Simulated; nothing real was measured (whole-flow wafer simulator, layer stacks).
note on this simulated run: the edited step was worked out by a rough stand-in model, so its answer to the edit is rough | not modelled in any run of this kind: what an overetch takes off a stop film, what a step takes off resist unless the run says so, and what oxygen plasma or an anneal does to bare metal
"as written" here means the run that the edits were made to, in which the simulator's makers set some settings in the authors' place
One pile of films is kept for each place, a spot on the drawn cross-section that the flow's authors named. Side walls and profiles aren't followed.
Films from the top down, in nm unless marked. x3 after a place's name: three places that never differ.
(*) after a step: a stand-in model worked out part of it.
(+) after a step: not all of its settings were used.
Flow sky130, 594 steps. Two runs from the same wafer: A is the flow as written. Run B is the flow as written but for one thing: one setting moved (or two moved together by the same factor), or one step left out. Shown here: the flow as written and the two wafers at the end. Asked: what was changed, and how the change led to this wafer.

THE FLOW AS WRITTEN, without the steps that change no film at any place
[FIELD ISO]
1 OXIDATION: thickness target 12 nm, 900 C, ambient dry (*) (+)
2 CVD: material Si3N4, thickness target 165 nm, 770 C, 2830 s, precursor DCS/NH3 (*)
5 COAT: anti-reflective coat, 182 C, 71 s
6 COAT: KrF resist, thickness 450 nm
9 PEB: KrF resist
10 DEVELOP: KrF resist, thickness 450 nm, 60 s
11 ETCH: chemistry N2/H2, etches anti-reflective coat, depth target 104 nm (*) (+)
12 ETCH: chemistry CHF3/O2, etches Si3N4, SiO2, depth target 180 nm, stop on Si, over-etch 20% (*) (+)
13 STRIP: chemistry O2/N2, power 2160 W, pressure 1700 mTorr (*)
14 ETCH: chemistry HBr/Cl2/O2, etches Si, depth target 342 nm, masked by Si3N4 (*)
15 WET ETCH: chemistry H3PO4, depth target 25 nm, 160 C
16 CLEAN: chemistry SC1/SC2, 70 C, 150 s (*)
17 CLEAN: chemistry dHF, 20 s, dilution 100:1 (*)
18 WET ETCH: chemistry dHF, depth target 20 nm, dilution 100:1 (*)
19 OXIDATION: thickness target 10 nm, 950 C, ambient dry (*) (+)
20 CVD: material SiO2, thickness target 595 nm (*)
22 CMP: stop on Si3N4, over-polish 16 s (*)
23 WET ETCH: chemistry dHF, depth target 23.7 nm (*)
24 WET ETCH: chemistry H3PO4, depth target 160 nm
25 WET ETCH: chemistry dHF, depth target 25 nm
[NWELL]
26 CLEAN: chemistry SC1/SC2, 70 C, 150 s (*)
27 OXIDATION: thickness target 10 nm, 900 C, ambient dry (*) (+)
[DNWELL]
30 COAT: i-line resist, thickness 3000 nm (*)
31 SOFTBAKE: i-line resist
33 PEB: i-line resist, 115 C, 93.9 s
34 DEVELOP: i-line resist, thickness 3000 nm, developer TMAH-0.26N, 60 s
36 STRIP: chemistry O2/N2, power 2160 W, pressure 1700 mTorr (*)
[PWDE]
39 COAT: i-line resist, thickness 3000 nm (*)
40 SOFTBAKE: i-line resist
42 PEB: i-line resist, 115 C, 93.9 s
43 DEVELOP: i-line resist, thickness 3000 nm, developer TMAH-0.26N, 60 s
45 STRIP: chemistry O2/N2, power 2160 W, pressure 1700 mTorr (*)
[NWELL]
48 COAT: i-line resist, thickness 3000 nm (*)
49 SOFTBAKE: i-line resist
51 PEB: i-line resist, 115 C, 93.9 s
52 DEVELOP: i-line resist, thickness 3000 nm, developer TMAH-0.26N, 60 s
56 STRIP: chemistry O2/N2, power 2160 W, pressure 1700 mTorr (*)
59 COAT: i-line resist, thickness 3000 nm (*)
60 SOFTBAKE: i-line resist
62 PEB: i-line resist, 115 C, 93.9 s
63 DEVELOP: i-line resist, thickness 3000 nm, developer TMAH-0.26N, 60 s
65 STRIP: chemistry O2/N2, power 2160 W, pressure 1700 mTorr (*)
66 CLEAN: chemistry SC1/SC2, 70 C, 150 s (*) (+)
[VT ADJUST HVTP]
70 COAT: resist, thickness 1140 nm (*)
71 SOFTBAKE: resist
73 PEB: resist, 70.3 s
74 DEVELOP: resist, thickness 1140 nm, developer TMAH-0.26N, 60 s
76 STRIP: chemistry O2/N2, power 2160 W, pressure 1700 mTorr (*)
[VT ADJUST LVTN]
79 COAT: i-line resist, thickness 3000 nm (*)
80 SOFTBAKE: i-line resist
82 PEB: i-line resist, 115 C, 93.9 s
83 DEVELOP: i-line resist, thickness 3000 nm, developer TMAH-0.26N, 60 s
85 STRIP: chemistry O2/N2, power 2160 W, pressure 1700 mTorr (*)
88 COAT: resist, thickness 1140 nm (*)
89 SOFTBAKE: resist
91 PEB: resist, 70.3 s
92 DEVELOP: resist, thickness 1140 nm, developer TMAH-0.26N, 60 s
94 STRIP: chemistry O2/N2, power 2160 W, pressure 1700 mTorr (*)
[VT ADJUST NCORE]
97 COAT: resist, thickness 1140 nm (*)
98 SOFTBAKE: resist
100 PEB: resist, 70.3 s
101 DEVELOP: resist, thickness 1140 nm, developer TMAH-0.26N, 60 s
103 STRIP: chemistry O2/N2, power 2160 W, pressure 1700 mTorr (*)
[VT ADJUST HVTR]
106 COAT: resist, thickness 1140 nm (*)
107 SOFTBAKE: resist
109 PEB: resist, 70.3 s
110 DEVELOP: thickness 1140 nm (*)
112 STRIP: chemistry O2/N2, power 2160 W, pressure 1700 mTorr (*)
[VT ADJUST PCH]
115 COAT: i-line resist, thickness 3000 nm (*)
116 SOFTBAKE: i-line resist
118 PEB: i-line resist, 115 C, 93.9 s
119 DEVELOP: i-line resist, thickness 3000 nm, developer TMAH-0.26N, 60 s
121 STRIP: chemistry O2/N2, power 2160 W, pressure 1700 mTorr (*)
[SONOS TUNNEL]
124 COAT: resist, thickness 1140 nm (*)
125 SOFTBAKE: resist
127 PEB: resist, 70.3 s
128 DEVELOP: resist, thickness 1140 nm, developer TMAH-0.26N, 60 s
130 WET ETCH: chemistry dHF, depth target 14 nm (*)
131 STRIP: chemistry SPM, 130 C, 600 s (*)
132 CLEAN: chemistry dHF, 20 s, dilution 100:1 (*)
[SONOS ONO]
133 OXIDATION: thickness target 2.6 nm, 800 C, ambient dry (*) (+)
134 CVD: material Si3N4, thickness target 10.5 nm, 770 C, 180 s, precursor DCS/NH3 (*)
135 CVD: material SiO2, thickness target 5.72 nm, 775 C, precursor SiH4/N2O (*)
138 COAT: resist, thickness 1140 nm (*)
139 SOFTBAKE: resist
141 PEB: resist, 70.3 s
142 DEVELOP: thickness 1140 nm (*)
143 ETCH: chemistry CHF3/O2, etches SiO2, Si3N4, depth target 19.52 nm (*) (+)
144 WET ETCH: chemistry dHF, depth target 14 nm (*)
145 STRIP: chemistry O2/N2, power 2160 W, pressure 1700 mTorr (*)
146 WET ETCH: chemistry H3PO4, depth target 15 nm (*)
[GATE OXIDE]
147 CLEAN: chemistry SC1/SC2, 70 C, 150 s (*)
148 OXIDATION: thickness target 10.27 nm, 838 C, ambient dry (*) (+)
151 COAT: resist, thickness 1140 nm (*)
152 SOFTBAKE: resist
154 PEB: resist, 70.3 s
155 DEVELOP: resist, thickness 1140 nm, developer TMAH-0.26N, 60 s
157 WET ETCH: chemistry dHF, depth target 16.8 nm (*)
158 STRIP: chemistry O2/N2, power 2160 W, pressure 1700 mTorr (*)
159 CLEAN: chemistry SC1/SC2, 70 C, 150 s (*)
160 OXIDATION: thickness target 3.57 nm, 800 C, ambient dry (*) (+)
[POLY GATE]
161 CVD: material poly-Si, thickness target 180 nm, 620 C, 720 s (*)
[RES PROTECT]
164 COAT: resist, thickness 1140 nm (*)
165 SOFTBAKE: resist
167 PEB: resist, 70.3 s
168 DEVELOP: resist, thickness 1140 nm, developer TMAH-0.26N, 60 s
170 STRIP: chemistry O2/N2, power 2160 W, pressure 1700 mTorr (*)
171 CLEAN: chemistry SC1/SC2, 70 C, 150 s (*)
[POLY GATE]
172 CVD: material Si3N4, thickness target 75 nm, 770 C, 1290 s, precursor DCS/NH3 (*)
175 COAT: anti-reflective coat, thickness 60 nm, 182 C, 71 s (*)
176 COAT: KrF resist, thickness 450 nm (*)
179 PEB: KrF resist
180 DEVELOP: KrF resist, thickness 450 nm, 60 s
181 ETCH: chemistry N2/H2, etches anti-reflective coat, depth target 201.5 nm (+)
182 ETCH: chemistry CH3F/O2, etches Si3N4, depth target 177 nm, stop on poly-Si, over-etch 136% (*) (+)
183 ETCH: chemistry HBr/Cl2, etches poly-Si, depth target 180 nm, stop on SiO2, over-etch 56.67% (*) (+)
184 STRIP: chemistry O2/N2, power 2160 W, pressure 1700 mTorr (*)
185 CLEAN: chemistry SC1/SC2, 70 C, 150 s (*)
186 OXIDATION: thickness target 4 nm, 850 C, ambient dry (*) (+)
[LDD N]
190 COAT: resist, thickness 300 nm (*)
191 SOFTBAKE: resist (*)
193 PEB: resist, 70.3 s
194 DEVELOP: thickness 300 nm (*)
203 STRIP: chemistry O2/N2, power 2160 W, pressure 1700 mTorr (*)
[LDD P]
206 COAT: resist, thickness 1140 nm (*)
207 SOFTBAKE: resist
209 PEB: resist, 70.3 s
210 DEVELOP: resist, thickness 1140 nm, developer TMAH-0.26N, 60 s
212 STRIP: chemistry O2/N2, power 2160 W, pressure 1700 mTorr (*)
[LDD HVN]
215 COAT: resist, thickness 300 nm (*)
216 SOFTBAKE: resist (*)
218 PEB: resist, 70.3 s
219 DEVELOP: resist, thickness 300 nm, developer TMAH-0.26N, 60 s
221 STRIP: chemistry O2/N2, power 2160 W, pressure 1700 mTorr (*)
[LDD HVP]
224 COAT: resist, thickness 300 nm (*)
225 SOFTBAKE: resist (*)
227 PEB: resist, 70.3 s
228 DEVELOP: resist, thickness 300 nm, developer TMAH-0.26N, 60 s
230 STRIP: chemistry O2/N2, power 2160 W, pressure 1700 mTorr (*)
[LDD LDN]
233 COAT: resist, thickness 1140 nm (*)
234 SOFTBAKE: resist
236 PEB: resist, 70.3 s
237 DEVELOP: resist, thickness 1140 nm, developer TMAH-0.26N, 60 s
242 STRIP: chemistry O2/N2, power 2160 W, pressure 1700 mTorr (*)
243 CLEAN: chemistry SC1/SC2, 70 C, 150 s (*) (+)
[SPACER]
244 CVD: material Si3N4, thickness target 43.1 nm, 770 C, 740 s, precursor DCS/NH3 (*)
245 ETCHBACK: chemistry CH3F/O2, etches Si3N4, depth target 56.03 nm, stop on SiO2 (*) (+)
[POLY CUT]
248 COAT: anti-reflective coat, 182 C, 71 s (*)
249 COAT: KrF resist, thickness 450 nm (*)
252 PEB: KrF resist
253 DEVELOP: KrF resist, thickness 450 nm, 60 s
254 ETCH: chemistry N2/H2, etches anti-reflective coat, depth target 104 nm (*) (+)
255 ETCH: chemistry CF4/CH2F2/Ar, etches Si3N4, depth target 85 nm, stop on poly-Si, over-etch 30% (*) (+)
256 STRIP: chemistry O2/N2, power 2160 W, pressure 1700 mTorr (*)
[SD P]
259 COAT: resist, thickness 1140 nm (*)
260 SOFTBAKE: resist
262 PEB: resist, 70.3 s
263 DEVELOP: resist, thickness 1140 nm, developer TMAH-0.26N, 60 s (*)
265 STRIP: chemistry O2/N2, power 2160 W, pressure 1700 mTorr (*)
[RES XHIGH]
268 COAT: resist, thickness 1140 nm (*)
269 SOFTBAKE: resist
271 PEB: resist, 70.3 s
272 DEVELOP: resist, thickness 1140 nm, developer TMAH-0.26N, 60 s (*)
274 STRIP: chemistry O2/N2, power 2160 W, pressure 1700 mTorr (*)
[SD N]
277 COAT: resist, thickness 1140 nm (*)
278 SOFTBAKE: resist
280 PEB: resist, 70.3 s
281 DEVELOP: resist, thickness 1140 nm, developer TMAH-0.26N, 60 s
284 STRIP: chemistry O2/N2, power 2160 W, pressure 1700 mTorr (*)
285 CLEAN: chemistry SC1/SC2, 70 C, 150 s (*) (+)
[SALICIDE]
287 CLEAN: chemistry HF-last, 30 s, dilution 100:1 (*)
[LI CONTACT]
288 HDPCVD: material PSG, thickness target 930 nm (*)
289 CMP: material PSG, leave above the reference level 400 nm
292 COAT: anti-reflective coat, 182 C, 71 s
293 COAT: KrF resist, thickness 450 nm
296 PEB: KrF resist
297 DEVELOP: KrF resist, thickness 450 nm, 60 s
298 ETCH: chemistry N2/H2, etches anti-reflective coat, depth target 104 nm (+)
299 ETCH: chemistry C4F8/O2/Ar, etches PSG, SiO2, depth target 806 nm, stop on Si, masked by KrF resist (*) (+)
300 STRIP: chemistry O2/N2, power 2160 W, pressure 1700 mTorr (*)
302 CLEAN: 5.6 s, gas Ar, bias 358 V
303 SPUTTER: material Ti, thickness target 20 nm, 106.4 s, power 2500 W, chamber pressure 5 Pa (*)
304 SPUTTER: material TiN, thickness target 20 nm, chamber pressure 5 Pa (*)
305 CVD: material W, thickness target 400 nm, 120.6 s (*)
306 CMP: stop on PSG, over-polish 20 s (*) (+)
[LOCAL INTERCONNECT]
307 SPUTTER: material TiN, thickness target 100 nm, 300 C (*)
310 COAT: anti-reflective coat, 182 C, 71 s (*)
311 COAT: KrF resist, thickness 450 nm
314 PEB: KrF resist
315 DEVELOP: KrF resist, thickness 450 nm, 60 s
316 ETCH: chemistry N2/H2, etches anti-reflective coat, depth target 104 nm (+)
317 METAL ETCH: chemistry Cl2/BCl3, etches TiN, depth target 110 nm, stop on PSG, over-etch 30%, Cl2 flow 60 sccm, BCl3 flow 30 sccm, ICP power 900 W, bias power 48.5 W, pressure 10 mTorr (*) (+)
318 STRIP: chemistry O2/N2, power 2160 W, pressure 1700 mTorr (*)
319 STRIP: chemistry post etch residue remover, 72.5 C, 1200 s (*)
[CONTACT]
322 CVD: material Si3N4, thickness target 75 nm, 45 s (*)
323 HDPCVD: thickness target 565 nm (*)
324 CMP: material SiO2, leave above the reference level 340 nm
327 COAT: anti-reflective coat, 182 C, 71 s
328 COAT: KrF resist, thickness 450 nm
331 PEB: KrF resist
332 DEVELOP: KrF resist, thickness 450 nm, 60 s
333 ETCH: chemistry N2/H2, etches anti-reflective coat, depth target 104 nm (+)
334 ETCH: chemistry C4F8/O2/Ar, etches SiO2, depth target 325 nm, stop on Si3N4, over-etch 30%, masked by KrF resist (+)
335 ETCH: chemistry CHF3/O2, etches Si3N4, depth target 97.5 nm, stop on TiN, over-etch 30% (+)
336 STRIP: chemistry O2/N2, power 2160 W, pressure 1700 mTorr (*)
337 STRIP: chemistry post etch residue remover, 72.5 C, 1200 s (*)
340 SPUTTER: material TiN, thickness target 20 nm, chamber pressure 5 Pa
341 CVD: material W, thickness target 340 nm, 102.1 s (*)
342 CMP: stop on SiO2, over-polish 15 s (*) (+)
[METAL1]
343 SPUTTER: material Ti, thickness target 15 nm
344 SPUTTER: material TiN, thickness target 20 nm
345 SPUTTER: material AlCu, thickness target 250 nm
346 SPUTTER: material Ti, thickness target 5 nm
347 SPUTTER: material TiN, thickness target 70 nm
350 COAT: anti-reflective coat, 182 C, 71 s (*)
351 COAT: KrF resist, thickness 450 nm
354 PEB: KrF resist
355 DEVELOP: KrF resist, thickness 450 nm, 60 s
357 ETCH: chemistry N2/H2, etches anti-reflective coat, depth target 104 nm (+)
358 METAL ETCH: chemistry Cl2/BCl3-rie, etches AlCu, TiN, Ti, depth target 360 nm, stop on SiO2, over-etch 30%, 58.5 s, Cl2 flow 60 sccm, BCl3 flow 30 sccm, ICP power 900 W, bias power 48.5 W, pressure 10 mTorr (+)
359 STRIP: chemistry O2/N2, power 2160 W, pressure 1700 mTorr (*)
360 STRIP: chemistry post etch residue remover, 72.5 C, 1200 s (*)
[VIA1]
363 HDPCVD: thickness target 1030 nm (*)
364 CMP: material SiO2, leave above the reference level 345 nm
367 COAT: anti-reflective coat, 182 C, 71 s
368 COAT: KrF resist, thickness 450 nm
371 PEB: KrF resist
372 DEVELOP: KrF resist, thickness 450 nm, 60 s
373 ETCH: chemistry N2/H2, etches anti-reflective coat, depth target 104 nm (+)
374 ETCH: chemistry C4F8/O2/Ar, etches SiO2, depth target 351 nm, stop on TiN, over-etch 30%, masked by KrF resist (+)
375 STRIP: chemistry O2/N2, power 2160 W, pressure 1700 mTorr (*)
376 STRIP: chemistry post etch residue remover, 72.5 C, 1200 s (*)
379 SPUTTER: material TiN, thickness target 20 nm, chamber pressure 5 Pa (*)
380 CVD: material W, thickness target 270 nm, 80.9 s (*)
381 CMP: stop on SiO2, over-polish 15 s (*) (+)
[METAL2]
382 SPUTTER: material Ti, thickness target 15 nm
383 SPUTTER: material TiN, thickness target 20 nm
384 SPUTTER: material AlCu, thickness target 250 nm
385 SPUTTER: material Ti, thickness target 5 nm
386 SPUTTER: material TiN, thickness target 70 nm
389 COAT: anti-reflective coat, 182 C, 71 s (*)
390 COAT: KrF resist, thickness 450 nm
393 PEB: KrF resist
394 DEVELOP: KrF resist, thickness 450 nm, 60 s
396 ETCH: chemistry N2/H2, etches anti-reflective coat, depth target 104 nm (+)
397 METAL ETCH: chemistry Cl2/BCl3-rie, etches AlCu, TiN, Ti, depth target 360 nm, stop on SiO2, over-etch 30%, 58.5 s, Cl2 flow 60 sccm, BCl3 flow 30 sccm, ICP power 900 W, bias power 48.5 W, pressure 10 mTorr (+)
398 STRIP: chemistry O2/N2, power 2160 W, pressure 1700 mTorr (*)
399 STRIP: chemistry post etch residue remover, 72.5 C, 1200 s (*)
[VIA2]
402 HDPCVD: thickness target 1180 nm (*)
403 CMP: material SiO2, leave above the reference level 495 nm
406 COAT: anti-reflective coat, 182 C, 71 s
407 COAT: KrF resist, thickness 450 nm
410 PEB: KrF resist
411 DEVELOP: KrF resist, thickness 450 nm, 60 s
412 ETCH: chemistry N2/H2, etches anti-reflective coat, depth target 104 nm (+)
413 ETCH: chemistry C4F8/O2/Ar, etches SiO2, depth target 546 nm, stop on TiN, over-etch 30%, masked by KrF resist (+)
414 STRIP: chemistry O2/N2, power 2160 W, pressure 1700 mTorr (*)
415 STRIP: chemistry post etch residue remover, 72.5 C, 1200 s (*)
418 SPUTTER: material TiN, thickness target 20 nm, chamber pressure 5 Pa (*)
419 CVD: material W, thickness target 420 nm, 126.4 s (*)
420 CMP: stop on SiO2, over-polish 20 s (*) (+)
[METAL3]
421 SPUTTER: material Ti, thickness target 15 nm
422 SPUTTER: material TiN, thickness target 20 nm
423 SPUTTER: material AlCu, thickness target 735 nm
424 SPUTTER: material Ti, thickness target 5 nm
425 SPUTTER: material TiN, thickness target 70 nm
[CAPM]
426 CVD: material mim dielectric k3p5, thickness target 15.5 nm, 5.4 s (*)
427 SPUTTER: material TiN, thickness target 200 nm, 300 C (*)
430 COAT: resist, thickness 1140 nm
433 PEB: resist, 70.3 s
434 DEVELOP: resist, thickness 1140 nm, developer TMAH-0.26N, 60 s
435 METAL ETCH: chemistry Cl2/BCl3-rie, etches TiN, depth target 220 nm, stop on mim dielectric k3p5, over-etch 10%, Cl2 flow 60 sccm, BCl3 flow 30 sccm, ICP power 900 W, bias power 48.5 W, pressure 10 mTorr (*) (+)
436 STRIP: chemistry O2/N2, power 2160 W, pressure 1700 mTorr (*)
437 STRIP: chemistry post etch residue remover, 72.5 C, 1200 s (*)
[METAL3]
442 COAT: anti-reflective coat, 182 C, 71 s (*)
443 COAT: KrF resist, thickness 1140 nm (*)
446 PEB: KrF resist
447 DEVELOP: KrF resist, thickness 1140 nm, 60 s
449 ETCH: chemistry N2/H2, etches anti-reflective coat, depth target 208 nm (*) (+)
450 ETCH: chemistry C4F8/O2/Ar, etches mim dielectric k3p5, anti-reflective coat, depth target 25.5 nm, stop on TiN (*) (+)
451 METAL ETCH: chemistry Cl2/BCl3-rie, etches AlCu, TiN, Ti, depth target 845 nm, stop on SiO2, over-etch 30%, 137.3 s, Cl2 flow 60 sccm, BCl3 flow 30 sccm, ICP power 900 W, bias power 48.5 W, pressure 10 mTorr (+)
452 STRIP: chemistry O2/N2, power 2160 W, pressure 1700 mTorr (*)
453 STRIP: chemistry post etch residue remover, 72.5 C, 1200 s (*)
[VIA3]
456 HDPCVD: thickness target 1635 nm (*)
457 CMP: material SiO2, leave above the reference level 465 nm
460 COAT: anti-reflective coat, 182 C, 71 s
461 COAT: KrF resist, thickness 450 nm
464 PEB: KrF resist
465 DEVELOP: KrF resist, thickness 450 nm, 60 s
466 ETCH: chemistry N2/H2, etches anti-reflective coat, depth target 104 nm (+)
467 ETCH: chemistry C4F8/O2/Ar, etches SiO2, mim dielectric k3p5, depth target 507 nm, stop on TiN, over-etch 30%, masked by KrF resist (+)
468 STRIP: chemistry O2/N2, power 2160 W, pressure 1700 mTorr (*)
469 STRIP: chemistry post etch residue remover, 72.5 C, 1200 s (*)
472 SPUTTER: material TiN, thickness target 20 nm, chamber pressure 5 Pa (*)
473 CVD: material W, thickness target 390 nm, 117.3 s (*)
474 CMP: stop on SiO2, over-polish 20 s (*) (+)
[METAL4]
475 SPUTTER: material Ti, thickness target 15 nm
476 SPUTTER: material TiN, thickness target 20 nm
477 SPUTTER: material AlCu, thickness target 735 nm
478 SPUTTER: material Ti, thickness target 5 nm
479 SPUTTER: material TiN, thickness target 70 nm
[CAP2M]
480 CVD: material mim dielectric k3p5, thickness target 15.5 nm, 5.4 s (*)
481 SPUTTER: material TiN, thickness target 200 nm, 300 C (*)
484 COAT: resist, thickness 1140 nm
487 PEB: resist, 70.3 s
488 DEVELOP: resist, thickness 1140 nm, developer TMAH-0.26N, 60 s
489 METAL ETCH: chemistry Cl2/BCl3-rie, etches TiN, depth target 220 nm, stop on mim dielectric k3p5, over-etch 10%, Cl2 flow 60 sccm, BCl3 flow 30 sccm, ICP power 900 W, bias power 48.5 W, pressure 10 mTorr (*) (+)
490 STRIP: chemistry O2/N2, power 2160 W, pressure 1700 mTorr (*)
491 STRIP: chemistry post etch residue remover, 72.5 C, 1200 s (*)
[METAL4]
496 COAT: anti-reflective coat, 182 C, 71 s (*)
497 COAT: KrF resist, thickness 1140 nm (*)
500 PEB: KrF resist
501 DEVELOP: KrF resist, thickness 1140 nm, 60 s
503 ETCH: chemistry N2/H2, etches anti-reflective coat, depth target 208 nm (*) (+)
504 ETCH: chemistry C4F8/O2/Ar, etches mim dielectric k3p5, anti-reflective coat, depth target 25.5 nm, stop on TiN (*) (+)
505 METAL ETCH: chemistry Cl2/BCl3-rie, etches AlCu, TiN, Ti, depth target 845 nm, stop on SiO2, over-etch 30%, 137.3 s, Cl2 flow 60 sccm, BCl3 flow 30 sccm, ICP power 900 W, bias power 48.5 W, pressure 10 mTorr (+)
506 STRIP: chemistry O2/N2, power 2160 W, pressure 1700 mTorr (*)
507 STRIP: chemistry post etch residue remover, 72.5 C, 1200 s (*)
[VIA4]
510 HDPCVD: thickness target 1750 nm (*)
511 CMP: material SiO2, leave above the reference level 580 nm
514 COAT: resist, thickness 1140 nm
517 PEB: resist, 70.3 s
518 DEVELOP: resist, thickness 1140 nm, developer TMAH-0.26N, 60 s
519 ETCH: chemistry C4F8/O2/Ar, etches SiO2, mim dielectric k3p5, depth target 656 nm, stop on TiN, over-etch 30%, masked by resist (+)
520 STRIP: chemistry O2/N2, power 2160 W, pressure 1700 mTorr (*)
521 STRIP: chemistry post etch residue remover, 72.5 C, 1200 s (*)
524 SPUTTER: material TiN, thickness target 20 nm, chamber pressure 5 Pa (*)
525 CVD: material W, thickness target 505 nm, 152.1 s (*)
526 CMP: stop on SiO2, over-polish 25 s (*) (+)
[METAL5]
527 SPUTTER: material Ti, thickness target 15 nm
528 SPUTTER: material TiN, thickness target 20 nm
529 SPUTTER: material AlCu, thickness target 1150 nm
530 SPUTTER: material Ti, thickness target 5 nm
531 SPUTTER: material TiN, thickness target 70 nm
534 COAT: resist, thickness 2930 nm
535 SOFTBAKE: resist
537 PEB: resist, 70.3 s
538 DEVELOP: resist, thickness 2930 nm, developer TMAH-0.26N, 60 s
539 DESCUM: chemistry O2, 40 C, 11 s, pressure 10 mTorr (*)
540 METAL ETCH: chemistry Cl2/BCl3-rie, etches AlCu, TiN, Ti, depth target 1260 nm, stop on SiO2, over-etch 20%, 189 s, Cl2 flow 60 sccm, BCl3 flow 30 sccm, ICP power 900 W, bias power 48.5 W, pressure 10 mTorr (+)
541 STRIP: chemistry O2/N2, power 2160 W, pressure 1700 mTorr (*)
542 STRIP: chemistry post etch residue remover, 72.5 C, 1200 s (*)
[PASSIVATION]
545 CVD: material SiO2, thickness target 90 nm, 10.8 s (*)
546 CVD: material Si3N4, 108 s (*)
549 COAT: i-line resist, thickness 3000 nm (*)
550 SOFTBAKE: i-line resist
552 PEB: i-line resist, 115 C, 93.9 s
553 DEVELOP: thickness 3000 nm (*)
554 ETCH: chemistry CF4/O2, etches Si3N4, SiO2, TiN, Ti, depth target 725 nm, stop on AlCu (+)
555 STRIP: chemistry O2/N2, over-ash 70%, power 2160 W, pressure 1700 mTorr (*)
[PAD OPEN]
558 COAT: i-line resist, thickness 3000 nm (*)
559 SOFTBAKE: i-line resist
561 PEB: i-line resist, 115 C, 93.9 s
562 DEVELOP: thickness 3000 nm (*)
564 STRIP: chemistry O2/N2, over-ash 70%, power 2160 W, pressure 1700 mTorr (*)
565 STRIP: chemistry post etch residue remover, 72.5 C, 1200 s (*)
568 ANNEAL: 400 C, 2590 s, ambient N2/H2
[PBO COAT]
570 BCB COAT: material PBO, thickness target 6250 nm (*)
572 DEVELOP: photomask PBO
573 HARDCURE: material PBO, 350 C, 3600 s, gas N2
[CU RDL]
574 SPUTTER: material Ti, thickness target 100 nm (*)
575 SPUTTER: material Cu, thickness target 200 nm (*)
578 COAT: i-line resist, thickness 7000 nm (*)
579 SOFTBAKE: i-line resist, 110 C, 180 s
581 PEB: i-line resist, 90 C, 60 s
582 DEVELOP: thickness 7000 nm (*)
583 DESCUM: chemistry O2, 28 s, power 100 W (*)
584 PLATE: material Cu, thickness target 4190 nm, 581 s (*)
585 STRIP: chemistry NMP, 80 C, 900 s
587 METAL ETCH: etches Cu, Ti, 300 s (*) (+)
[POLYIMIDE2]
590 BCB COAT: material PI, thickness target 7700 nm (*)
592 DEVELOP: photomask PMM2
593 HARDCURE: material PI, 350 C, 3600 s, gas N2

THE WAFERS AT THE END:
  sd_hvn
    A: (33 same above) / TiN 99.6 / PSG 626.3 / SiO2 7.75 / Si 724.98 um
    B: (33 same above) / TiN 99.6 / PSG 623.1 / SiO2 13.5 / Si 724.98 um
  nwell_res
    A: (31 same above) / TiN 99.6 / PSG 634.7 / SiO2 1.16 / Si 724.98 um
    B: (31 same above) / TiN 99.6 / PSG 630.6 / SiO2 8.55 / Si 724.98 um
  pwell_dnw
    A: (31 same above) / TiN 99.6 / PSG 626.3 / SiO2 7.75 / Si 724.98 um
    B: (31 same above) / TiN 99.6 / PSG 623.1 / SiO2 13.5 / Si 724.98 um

The cause: step 186, OXIDATION: 977 C was run, where the flow has 850 C.

How the change led to this, step by step:
  186 OXIDATION: thickness target 4 nm, 850 C, ambient dry (*) (+)
      mim, vpp_sp, vpp_ln and 30 more: A SiO2 +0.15, Si -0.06 | B SiO2 +1.01, Si -0.44
      active, p_well, spacer and 26 more: A SiO2 +1.55, Si -0.68 | B SiO2 +8.94, Si -3.93
      (and at 51 more places)
  190 COAT: resist, thickness 300 nm (*)
      poly_dn: A resist +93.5 (new film) | B resist +96.3 (new film)
      poly_endcap: A resist +145.9 (new film) | B resist +187.4 (new film)
  191 SOFTBAKE: resist (*)
      poly_endcap: A resist -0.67 | B resist -0.09
  193 PEB: resist, 70.3 s
      poly_endcap: A resist -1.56 | B resist -2.1
  203 STRIP: chemistry O2/N2, power 2160 W, pressure 1700 mTorr (*)
      poly_dn: A resist -92 (all of it) | B resist -94.8 (all of it)
      poly_endcap: A resist -143.6 (all of it) | B resist -185.2 (all of it)
  206 COAT: resist, thickness 1140 nm (*)
      poly_endcap: A resist +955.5 (new film) | B resist +990.9 (new film)
  207 SOFTBAKE: resist
      dep_nw_sti: A resist +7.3 | B resist +6.72
      poly_endcap: A resist -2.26 | B resist -6.82
  209 PEB: resist, 70.3 s
      poly_endcap: A resist -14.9 | B resist -15.6
  212 STRIP: chemistry O2/N2, power 2160 W, pressure 1700 mTorr (*)
      poly_endcap: A resist -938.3 (all of it) | B resist -968.6 (all of it)
  215 COAT: resist, thickness 300 nm (*)
      poly_dn: A resist +93.5 (new film) | B resist +96.3 (new film)
      poly_endcap: A resist +145.9 (new film) | B resist +187.4 (new film)
  216 SOFTBAKE: resist (*)
      poly_endcap: A resist -0.67 | B resist -0.09
  218 PEB: resist, 70.3 s
      poly_endcap: A resist -1.56 | B resist -2.1
  221 STRIP: chemistry O2/N2, power 2160 W, pressure 1700 mTorr (*)
      poly_dn: A resist -92 (all of it) | B resist -94.8 (all of it)
      poly_endcap: A resist -143.6 (all of it) | B resist -185.2 (all of it)
  224 COAT: resist, thickness 300 nm (*)
      poly_dn: A resist +93.5 (new film) | B resist +96.3 (new film)
      poly_endcap: A resist +145.9 (new film) | B resist +187.4 (new film)
  225 SOFTBAKE: resist (*)
      poly_endcap: A resist -0.67 | B resist -0.09
  227 PEB: resist, 70.3 s
      poly_endcap: A resist -1.56 | B resist -2.1
  ... 12 more steps ...
  304 SPUTTER: material TiN, thickness target 20 nm, chamber pressure 5 Pa (*)
      ndiff_licon_cpp: A TiN +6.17 (new film) | B TiN +6.77 (new film)
